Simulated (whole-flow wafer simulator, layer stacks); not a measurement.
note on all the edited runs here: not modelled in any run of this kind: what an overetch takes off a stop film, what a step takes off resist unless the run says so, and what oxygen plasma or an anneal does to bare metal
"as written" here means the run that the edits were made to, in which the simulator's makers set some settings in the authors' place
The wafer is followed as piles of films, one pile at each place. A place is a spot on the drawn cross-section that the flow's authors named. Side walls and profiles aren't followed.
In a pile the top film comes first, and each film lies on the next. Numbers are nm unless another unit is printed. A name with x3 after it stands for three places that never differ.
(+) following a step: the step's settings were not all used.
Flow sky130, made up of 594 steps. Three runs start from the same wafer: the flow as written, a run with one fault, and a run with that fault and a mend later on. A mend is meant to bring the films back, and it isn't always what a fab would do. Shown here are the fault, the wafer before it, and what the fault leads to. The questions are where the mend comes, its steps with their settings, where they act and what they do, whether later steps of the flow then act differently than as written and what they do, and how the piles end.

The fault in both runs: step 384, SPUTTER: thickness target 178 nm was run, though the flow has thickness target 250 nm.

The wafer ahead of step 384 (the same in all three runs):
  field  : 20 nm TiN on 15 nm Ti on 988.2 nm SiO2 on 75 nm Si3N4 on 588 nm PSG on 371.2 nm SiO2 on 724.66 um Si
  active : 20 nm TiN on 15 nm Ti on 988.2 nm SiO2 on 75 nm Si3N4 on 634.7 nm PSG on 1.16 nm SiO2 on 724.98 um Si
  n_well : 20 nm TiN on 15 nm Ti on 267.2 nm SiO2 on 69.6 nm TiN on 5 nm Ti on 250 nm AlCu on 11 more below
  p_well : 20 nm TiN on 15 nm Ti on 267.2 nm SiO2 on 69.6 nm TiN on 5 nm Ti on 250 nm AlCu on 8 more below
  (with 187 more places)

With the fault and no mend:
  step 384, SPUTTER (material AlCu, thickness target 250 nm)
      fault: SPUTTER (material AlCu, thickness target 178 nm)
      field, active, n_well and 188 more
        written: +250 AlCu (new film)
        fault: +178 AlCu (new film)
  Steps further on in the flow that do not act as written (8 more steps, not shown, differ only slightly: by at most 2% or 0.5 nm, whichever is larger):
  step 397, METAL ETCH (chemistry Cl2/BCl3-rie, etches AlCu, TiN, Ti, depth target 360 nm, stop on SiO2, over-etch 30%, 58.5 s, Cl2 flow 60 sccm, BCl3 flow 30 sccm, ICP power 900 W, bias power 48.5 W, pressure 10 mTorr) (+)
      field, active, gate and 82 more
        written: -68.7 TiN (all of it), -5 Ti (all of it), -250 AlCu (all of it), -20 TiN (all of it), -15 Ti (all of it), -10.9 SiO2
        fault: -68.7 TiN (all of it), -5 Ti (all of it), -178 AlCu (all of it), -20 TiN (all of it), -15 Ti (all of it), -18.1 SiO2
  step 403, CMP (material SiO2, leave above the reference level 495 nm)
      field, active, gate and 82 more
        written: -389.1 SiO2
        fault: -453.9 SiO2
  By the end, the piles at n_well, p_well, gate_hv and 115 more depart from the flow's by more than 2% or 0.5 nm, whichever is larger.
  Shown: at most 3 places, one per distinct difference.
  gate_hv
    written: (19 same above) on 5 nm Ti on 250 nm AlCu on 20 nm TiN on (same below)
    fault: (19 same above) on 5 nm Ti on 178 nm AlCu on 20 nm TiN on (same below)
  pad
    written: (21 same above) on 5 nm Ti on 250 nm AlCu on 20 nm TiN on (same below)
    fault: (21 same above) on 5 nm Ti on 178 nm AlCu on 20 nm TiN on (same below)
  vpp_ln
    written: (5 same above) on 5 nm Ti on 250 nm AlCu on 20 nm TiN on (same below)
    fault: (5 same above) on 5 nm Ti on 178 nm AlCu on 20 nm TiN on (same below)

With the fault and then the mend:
  After step 384 comes the mend.
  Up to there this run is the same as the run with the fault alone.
  step 384a, SPUTTER (material AlCu, thickness target 72 nm) (a further turn of the flow's step 384, with different settings)
      field, active, n_well and 188 more
        +72 AlCu
  Every later step of the flow that is run acts as written at every place that is followed.
  At every place that both follow, the piles at the end match the flow's.
